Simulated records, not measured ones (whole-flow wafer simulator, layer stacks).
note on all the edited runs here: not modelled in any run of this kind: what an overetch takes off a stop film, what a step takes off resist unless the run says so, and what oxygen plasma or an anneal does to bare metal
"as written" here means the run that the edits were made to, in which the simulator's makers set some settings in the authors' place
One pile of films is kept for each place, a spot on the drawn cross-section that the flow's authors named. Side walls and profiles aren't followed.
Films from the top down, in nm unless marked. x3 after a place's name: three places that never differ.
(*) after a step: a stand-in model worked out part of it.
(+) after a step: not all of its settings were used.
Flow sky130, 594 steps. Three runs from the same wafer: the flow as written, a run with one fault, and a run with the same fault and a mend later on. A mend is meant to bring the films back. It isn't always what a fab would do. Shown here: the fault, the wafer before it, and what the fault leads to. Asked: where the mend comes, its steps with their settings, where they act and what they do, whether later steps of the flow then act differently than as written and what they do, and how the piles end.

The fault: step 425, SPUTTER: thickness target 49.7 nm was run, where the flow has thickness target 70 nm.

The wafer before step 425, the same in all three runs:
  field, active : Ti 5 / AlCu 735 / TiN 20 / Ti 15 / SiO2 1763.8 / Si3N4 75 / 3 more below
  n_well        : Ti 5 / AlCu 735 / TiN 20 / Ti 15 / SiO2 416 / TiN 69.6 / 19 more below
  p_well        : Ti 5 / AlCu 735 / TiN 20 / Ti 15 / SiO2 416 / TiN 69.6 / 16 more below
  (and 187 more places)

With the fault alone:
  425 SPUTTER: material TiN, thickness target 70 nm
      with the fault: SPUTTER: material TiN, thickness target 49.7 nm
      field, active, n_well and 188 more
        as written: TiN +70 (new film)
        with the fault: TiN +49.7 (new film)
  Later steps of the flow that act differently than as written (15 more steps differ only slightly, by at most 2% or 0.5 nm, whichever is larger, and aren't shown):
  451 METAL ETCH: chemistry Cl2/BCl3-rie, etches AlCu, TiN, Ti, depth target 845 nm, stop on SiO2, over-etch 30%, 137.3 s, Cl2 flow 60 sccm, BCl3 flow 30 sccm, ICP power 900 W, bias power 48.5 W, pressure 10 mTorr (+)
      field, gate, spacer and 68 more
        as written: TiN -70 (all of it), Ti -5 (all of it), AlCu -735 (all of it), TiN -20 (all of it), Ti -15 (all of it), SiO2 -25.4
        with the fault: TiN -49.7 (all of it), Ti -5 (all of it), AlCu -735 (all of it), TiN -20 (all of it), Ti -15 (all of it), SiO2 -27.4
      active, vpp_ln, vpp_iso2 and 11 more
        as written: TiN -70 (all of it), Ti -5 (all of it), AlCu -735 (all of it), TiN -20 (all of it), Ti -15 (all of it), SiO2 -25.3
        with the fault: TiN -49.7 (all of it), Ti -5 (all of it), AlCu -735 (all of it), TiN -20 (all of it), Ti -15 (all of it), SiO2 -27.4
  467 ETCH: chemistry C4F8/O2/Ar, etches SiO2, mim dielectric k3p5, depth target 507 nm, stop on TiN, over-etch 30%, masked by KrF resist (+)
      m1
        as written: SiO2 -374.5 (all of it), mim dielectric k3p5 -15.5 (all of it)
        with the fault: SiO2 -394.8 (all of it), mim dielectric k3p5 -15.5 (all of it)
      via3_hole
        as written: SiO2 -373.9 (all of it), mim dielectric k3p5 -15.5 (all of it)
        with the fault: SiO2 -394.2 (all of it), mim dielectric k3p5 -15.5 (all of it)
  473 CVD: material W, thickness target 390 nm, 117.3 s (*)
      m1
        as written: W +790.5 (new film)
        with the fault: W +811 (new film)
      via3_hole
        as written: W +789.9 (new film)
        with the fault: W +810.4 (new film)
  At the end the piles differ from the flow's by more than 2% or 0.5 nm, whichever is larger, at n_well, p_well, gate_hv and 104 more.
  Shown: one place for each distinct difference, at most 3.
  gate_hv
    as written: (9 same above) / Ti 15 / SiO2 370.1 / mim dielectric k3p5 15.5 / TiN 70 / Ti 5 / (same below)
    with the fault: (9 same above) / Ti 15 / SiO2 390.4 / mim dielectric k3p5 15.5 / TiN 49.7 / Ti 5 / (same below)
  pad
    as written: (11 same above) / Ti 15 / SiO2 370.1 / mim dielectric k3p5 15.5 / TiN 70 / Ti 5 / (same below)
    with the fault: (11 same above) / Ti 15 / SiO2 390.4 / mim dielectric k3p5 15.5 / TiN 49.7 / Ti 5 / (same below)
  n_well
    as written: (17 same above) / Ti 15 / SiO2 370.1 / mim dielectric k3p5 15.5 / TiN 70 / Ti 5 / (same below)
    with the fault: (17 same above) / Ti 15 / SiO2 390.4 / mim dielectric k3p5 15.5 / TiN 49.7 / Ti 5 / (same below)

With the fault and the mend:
  The mend comes after step 425.
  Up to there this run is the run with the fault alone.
  425a SPUTTER: material TiN, thickness target 20.3 nm (the flow's step 425 once more, with other settings)
      field, active, n_well and 188 more
        TiN +20.3
  No later step of the flow acts differently than as written at any place that is followed.
  At the end the piles are the same as the flow's at every place that both follow.
